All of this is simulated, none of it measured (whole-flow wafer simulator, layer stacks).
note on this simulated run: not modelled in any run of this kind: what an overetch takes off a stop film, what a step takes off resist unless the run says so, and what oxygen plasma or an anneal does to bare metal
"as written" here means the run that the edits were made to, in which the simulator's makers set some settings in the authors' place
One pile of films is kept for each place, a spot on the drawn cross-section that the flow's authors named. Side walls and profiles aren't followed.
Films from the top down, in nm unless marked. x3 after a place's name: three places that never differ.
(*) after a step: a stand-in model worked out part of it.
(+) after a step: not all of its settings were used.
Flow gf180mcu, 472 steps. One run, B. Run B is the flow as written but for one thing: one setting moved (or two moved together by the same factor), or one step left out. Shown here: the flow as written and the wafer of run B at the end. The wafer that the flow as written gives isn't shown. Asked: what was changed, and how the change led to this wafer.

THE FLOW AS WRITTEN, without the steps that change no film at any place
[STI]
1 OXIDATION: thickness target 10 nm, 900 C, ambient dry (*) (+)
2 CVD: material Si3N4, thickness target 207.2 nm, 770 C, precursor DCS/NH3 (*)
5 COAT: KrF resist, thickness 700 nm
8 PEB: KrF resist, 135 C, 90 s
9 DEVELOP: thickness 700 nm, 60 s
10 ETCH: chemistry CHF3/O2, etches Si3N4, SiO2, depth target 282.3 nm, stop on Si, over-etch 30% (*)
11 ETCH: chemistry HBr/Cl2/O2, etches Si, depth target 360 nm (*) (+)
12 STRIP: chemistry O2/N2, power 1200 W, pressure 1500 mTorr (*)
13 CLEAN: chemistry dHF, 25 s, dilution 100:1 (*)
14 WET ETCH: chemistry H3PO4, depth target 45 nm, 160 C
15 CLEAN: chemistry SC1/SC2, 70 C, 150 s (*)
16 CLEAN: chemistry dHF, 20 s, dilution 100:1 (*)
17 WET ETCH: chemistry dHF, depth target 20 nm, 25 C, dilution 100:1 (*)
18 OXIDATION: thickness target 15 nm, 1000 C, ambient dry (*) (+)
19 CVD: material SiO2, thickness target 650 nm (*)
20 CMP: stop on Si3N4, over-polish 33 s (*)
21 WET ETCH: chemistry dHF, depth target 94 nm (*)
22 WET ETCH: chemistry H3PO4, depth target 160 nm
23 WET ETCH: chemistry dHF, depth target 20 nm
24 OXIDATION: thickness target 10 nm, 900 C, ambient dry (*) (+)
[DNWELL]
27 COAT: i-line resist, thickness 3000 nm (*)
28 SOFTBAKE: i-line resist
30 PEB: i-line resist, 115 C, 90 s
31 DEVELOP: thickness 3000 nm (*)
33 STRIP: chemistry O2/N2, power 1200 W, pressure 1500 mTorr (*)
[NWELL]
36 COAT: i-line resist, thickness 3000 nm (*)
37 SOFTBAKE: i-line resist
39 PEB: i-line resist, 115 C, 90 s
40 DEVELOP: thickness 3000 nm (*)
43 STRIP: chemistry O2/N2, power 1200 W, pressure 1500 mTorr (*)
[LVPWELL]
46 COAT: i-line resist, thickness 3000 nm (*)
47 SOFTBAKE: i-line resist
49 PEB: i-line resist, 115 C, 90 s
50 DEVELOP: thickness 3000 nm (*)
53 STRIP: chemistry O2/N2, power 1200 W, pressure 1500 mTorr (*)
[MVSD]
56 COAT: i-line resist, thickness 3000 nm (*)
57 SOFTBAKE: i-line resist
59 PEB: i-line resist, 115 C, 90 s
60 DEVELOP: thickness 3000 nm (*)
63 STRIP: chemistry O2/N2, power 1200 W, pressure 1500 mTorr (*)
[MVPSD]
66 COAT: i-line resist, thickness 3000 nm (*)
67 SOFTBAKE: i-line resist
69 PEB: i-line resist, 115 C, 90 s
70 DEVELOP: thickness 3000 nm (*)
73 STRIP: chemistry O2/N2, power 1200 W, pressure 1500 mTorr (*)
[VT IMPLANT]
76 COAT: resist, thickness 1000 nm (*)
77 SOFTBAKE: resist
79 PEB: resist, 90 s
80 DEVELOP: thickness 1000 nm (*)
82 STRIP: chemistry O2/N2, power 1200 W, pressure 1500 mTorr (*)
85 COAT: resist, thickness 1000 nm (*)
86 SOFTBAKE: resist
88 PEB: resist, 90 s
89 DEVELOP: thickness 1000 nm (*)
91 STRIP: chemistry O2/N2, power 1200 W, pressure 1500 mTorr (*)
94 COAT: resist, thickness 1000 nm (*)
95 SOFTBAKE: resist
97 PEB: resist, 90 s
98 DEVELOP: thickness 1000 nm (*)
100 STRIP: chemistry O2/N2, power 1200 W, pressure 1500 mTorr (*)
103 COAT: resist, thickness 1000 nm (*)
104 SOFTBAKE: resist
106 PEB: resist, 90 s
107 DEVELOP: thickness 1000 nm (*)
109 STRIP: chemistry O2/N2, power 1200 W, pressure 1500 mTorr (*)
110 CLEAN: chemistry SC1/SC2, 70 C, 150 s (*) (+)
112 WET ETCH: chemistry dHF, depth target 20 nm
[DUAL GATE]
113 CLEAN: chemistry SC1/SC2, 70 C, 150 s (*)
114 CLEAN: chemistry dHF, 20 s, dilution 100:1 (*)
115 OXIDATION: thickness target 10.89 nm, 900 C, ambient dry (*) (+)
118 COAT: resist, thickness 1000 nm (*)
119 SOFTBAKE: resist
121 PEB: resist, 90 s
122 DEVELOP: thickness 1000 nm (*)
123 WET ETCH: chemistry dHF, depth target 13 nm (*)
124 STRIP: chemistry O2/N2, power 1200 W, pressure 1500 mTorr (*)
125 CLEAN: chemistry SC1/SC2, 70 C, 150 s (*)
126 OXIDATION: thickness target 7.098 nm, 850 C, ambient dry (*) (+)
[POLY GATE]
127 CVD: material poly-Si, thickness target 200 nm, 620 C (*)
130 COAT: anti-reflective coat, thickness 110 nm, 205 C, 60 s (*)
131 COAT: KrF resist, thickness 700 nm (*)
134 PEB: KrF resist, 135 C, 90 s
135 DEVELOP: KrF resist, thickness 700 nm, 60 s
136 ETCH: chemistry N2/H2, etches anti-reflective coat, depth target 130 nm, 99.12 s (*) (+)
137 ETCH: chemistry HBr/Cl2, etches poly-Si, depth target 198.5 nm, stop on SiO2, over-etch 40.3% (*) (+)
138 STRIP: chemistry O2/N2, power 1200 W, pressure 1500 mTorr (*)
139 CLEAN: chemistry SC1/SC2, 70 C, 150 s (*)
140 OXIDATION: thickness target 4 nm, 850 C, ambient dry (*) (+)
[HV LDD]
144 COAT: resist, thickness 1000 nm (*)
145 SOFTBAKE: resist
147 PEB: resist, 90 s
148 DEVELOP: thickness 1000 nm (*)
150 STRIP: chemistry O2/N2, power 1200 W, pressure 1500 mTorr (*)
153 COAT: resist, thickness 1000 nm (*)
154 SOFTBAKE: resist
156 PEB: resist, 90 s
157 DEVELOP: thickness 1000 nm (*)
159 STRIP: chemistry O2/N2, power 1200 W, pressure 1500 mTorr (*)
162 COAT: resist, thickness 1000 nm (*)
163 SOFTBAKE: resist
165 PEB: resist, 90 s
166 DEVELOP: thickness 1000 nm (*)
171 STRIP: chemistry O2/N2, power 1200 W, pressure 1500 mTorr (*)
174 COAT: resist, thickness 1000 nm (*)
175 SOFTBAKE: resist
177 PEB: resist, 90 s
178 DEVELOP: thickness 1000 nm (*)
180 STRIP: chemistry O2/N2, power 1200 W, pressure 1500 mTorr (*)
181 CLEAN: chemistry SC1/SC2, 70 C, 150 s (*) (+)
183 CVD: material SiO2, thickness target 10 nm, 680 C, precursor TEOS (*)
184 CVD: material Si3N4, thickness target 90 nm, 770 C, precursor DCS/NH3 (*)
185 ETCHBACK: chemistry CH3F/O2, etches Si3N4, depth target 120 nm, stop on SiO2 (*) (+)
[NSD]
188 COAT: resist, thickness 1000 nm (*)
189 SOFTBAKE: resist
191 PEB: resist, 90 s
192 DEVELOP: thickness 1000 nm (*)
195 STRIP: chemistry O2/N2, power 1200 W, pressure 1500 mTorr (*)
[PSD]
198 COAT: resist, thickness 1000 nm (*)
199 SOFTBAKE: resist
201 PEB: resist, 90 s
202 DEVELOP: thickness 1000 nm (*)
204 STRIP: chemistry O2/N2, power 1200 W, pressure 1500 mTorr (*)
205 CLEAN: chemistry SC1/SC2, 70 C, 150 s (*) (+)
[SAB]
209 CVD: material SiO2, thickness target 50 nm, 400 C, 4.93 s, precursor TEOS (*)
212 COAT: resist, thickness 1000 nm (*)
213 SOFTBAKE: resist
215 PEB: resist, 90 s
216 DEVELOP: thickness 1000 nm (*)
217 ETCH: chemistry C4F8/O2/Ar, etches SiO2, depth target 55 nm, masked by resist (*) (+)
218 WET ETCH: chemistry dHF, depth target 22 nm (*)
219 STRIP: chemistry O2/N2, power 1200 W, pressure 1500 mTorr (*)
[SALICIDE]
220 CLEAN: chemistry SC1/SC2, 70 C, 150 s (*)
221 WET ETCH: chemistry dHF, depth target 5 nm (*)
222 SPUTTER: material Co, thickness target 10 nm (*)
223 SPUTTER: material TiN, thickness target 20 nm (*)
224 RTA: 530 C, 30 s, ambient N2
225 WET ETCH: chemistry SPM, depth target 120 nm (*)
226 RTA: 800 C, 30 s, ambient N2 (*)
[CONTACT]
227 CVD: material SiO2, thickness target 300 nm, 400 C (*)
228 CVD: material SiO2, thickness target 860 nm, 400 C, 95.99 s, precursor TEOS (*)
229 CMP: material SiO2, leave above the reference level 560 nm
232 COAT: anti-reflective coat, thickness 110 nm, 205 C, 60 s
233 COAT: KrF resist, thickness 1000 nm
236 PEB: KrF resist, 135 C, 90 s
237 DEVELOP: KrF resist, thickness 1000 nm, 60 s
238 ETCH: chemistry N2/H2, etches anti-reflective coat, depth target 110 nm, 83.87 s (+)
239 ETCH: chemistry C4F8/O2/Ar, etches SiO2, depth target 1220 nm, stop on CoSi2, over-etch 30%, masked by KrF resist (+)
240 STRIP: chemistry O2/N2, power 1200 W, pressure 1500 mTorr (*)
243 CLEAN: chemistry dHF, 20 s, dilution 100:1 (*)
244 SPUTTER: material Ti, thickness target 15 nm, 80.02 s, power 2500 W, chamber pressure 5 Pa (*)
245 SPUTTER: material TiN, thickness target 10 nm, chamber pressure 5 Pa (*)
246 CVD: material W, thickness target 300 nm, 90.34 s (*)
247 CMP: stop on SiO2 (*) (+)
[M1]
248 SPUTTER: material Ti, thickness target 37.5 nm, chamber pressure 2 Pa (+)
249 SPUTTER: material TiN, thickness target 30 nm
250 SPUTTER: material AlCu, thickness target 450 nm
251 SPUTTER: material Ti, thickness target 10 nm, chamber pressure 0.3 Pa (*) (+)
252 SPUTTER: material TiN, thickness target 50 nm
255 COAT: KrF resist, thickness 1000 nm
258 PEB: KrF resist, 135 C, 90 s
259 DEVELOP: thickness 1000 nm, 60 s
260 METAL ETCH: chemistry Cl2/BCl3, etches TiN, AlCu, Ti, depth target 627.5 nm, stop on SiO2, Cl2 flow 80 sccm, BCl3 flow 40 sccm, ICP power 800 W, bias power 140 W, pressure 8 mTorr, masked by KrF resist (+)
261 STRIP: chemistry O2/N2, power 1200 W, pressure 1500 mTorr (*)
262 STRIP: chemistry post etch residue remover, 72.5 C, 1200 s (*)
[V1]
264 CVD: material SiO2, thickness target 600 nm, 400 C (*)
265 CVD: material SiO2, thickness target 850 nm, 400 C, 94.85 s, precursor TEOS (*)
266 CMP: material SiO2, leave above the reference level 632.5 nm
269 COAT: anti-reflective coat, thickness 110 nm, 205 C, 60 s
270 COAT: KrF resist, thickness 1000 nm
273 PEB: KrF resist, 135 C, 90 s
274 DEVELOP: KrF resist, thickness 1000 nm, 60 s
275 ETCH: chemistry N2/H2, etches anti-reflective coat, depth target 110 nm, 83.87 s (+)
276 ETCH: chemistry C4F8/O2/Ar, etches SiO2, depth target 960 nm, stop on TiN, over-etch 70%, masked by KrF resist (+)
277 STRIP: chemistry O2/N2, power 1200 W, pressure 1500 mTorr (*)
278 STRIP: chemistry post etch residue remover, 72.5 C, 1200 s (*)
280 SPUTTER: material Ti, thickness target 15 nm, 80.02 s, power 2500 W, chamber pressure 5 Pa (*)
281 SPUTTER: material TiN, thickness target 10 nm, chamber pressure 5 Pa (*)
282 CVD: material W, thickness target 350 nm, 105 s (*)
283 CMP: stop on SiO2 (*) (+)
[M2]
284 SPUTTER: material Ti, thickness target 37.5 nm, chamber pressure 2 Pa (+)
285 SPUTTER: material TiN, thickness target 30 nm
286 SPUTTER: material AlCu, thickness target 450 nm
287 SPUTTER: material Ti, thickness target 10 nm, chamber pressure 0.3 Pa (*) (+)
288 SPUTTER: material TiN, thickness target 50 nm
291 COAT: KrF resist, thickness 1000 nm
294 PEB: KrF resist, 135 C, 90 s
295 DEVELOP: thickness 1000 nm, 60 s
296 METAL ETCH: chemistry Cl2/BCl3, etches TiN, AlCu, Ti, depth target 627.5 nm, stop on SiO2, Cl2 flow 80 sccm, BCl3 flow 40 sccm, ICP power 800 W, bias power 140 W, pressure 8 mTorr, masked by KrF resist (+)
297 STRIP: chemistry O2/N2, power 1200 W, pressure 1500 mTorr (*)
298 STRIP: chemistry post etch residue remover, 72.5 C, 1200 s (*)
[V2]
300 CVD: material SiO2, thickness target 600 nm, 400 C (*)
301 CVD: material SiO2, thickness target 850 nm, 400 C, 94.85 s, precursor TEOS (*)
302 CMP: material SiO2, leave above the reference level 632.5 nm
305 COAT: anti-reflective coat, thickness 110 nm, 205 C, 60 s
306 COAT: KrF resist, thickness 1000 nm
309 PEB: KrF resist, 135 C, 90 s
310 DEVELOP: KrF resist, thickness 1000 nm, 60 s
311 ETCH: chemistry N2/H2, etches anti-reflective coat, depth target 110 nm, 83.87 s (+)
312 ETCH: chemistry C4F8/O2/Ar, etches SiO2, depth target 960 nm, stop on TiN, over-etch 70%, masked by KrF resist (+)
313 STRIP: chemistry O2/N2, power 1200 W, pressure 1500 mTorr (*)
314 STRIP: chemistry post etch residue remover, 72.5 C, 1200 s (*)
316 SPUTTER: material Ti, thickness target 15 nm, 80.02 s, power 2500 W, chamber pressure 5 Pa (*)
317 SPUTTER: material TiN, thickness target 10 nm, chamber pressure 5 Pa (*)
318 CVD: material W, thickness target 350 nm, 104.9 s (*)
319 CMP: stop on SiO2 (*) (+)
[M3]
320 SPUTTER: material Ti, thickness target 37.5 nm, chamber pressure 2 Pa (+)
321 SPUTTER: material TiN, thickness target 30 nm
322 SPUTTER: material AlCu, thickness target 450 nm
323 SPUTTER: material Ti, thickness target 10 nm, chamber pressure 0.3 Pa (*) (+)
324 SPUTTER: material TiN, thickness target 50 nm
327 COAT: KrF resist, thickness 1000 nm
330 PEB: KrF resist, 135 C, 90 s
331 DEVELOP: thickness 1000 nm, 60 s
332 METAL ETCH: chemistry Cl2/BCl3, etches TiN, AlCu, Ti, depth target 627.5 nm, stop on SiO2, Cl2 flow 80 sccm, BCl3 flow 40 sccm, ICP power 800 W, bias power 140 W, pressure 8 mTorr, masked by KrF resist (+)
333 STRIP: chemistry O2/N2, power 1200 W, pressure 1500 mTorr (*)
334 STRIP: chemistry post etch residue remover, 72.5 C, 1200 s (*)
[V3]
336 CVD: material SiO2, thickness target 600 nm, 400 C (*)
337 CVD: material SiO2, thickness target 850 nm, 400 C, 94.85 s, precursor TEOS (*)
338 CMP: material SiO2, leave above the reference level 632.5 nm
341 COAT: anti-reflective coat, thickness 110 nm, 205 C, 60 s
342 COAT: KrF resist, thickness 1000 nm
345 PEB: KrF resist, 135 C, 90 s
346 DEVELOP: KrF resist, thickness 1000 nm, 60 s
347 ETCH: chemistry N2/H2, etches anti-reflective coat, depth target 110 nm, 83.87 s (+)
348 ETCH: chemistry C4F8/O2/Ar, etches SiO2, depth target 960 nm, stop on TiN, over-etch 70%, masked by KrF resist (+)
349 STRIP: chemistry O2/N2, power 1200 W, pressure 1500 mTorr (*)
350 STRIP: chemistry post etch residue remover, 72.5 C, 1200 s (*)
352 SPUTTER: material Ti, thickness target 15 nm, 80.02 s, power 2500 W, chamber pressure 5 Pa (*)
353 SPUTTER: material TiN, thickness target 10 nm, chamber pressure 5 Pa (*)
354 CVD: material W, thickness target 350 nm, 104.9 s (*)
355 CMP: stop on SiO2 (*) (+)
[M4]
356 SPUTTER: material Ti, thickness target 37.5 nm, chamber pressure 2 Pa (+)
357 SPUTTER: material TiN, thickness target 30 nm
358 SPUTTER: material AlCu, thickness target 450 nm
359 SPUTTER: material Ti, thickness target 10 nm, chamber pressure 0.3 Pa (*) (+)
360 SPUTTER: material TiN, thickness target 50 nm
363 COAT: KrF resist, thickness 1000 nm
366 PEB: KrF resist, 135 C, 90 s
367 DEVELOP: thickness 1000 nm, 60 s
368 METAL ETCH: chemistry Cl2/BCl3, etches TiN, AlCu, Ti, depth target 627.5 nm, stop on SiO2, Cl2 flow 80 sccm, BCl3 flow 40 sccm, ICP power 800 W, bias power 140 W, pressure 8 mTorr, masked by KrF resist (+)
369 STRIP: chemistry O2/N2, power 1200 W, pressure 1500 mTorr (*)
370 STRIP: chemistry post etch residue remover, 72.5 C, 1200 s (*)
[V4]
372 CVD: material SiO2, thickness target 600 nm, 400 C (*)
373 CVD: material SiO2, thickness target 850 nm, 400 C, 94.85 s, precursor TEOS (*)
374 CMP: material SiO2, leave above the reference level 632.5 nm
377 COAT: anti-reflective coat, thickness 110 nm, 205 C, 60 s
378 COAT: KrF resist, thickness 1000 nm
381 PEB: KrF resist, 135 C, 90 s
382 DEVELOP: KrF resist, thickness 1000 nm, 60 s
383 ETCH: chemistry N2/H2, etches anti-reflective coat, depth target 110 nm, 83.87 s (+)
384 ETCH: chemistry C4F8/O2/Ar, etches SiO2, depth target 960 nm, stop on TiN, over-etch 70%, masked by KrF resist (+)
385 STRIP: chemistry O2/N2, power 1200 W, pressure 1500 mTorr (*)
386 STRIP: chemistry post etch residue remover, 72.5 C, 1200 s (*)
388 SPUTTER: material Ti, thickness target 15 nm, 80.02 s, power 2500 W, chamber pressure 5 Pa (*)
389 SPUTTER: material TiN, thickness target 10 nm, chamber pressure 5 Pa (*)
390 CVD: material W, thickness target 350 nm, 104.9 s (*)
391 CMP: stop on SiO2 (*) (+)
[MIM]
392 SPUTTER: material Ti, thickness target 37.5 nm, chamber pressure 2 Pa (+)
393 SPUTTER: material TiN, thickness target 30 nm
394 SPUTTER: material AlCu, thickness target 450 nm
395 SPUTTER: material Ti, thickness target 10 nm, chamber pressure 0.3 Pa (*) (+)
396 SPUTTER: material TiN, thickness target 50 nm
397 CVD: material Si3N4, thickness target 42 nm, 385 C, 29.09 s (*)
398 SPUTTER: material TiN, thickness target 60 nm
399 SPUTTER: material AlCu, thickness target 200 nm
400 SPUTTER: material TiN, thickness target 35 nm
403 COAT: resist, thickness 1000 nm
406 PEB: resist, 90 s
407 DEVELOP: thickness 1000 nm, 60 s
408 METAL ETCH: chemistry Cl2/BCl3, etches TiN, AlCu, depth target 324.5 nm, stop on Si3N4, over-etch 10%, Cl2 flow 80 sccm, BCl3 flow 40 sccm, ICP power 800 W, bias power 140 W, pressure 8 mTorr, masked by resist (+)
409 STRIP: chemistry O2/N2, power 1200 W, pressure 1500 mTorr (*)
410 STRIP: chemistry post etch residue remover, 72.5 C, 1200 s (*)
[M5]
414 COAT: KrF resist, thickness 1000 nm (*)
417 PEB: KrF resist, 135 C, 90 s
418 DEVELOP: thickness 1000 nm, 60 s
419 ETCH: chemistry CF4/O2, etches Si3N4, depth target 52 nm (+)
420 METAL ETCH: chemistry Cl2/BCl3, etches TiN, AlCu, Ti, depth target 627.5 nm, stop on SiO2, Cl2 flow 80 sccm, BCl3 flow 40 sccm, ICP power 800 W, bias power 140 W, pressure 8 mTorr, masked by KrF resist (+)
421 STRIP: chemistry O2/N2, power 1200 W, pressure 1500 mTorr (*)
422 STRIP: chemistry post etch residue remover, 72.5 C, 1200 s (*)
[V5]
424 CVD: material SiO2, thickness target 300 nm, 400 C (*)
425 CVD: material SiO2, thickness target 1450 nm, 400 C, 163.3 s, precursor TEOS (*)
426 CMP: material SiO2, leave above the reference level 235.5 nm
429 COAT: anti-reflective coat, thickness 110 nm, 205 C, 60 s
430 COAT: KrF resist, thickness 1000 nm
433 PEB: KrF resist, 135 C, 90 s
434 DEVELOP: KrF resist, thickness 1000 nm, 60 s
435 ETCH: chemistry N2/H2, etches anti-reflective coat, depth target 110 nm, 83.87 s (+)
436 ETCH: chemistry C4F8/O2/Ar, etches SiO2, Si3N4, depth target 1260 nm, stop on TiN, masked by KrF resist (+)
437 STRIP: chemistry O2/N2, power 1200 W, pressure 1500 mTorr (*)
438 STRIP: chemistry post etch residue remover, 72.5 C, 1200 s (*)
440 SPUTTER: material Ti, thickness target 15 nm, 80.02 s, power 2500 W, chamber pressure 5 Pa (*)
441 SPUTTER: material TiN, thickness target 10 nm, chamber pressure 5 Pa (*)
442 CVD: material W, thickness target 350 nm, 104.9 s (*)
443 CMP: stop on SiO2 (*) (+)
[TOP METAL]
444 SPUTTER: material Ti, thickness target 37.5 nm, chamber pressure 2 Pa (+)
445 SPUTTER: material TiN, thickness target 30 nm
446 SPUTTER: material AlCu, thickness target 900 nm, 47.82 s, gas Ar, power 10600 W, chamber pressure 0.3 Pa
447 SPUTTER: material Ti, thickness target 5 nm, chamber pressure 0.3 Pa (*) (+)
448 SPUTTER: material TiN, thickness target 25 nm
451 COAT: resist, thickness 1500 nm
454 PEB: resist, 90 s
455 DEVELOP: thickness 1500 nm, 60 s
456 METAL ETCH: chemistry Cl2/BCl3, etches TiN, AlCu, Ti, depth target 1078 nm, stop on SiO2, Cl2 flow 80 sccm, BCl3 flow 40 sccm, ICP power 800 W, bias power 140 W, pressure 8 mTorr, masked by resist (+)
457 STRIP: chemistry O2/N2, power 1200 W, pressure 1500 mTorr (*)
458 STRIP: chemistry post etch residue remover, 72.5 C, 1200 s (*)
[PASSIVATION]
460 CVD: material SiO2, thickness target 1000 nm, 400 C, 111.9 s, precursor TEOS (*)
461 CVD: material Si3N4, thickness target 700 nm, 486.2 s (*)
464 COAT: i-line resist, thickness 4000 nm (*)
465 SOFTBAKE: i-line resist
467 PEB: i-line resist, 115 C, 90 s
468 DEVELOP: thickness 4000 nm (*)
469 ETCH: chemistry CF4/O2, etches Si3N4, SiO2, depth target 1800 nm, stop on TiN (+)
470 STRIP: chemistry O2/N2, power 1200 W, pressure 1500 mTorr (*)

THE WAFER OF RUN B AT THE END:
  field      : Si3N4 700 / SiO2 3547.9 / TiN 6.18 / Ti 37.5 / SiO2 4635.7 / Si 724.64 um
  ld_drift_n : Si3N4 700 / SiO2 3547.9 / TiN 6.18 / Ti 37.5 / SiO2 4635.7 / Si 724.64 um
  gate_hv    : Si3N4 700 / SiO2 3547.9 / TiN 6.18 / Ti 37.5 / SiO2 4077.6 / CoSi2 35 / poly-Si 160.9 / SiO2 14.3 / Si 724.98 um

The cause: step 368, METAL ETCH: depth target 533.4 nm was run, where the flow has depth target 627.5 nm.

How the change led to this, step by step:
  368 METAL ETCH: chemistry Cl2/BCl3, etches TiN, AlCu, Ti, depth target 627.5 nm, stop on SiO2, Cl2 flow 80 sccm, BCl3 flow 40 sccm, ICP power 800 W, bias power 140 W, pressure 8 mTorr, masked by KrF resist (+)
      field, field__w1, field__w2 and 103 more: TiN -50 (all of it), Ti -10 (all of it), AlCu -450 (all of it), TiN -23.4 (as written it would be: TiN -50 (all of it), Ti -10 (all of it), AlCu -450 (all of it), TiN -30 (all of it), Ti -37.5 (all of it))
      field__w8, contact, m1, m1__w1, m1_nw: KrF resist -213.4 (as written it would be: KrF resist -251)
  369 STRIP: chemistry O2/N2, power 1200 W, pressure 1500 mTorr (*)
      field__w8, contact, m1, m1__w1, m1_nw: KrF resist -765 (all of it) (as written it would be: KrF resist -727.4 (all of it))
  372 CVD: material SiO2, thickness target 600 nm, 400 C (*)
      field, field__w1, field__w2 and 103 more: SiO2 +600 (new film) (as written it would be: SiO2 +600)
  374 CMP: material SiO2, leave above the reference level 632.5 nm
      field, field__w1, field__w2 and 103 more: SiO2 -343.7 (as written it would be: SiO2 -300)
Counting metal films that touch as one body, field has 1 body; the flow as written gives 0 bodies.
Counting metal films that touch as one body, ld_drift_n has 1 body; the flow as written gives 0 bodies.
Counting metal films that touch as one body, gate_hv has 2 bodies (between them, from the top down: SiO2 4077.6); the flow as written gives 1 body.
